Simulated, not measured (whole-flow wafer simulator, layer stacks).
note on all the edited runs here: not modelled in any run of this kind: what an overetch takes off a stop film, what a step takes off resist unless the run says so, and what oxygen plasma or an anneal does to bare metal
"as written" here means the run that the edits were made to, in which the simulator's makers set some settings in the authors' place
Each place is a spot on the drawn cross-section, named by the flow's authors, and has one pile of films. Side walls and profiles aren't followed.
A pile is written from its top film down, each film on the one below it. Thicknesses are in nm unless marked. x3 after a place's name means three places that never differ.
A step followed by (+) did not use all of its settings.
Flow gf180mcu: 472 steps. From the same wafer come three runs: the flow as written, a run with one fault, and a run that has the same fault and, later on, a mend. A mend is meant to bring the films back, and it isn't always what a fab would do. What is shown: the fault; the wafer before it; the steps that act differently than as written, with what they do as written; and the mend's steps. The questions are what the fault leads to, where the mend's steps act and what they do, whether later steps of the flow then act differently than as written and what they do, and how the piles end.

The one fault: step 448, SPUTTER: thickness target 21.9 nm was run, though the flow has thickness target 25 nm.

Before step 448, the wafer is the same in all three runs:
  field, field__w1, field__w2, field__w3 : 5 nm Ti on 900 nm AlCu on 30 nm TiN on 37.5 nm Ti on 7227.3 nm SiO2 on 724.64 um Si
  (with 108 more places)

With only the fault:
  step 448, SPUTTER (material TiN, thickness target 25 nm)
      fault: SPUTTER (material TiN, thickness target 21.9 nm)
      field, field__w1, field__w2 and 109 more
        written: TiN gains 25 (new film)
        fault: TiN gains 21.9 (new film)
  Steps later in the flow that act otherwise than as written (4 more steps, not shown, differ only slightly: by at most 2% or 0.5 nm, whichever is larger):
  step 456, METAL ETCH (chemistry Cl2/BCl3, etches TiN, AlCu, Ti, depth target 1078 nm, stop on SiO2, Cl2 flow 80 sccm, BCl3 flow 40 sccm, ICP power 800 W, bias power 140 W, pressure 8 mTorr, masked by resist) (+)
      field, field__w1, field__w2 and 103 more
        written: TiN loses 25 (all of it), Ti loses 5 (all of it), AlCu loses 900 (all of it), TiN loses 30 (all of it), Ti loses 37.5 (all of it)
        fault: TiN loses 21.9 (all of it), Ti loses 5 (all of it), AlCu loses 900 (all of it), TiN loses 30 (all of it), Ti loses 37.5 (all of it)
  By the end, the piles at field__w8, contact, m1, m1__w1, pad, m1_nw depart from the flow's by more than 2% or 0.5 nm, whichever is larger.
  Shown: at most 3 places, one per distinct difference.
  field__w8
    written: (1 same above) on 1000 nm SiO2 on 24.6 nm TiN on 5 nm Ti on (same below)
    fault: (1 same above) on 1000 nm SiO2 on 21.5 nm TiN on 5 nm Ti on (same below)
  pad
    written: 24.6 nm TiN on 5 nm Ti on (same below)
    fault: 21.5 nm TiN on 5 nm Ti on (same below)

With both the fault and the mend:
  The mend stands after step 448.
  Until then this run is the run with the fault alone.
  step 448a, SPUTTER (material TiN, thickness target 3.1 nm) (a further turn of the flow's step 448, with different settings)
      field, field__w1, field__w2 and 109 more
        TiN gains 3.1
  Later steps of the flow that are run all act as written at every place that is followed.
  At every place that both follow, the piles at the end match the flow's.
